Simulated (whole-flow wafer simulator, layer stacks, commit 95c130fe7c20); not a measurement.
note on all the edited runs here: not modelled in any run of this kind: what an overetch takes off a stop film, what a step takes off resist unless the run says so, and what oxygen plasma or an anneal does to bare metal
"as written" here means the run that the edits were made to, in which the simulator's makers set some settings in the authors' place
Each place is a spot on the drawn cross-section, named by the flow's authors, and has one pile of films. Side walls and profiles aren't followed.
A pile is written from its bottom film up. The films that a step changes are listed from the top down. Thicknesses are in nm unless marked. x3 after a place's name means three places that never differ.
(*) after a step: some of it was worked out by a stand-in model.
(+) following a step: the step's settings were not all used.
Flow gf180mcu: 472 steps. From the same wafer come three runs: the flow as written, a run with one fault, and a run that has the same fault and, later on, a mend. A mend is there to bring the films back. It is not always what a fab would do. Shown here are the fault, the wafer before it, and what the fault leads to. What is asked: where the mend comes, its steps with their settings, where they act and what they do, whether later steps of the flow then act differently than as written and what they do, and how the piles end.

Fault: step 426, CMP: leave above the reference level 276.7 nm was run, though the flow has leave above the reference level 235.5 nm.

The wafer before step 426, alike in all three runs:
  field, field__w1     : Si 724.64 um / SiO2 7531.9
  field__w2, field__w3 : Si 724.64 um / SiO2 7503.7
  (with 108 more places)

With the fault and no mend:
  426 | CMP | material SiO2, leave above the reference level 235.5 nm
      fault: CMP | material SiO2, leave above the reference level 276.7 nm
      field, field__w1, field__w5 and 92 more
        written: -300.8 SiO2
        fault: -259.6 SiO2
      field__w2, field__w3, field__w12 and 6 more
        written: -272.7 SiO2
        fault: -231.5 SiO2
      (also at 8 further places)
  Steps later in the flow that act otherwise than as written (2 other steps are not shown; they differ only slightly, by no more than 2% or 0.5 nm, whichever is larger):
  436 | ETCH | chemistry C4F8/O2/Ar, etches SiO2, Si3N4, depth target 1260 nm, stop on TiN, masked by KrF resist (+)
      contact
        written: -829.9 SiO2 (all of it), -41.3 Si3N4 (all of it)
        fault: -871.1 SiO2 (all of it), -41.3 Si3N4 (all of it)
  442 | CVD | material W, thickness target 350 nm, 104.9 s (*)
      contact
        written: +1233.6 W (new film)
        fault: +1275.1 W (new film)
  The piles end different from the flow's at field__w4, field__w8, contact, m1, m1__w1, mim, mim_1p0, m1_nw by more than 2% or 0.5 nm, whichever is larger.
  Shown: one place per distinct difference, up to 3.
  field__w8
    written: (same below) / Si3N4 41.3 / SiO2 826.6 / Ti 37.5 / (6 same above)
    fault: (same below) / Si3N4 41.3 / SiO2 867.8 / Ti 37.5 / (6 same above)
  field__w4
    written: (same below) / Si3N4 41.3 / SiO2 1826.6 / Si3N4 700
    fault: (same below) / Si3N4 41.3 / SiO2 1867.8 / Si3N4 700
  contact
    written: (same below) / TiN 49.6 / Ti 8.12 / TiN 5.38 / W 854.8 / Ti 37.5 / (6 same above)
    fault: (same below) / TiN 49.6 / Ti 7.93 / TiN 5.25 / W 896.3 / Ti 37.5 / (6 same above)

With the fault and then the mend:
  The mend stands after step 426.
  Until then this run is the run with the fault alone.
  426a | CMP | material SiO2, leave above the reference level 235.5 nm (the flow's step 426 again)
      field, field__w1, field__w2 and 109 more
        -41.2 SiO2
  Every later step of the flow that is run acts as written at every place that is followed.
  By the end, the piles equal the flow's at every place that both follow.
